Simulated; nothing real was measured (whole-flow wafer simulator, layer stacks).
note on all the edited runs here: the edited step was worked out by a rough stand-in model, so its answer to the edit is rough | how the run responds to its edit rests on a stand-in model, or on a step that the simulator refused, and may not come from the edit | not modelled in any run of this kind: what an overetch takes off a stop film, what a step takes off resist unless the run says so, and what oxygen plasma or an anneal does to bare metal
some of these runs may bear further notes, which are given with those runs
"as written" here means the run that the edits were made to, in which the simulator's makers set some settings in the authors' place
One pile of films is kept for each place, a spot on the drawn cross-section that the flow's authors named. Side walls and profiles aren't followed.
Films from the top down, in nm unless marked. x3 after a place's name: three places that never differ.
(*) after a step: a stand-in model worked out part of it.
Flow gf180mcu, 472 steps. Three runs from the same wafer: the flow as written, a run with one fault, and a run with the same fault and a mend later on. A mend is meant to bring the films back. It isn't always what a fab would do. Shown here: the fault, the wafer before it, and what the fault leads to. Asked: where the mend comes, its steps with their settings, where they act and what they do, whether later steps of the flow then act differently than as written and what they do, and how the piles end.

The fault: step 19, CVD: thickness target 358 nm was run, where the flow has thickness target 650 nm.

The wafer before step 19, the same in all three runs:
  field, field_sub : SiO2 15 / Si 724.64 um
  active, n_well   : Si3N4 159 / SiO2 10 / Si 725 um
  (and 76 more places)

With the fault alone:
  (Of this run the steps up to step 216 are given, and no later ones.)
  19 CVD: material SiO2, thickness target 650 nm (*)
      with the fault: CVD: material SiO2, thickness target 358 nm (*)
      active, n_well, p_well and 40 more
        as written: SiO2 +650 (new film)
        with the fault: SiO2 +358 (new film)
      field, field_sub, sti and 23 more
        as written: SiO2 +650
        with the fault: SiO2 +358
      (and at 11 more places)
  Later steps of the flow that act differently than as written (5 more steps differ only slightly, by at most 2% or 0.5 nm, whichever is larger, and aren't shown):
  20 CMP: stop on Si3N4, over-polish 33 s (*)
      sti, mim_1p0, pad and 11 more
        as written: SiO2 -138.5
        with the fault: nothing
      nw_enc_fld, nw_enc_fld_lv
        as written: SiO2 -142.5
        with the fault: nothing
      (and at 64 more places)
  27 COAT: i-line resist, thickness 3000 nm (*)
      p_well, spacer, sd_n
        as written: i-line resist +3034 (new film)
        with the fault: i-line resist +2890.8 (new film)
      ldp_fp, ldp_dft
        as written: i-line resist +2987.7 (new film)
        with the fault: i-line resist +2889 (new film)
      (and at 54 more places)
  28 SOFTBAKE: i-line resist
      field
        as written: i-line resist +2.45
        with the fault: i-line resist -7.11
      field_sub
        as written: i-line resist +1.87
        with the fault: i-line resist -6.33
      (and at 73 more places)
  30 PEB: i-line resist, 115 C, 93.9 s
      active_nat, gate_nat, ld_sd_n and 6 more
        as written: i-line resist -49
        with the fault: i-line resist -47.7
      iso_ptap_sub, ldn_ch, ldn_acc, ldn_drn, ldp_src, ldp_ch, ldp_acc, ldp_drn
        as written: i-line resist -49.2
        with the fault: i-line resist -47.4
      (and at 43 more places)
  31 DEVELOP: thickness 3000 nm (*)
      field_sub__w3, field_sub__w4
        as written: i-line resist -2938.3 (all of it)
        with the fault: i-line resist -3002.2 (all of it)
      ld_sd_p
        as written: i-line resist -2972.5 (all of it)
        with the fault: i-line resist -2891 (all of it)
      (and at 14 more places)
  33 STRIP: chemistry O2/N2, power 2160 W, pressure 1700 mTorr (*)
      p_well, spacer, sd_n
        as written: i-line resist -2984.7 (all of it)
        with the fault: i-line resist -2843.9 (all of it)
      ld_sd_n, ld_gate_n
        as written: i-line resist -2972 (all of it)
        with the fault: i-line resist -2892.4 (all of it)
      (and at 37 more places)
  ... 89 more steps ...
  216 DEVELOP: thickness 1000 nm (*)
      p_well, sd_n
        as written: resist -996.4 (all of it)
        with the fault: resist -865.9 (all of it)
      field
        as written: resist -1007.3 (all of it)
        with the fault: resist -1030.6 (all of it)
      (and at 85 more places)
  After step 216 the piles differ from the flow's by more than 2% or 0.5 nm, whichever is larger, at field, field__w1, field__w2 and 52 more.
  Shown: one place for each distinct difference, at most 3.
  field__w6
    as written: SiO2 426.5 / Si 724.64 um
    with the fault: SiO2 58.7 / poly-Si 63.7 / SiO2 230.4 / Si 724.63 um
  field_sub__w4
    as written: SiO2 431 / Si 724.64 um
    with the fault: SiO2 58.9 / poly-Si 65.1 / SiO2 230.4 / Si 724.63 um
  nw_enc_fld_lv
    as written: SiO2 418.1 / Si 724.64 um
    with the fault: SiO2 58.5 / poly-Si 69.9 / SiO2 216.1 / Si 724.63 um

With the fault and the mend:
  The mend comes after step 19.
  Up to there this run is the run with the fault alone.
  19a CVD: material SiO2, thickness target 292 nm (*) (the flow's step 19 once more, with other settings)
      field, field_sub, active and 77 more
        SiO2 +292
  No later step of the flow acts differently than as written, at any place that is followed, by more than 2% or 0.5 nm, whichever is larger.
  At the end the piles differ from the flow's only slightly at the places that both follow, by at most 2% or 0.5 nm, whichever is larger.
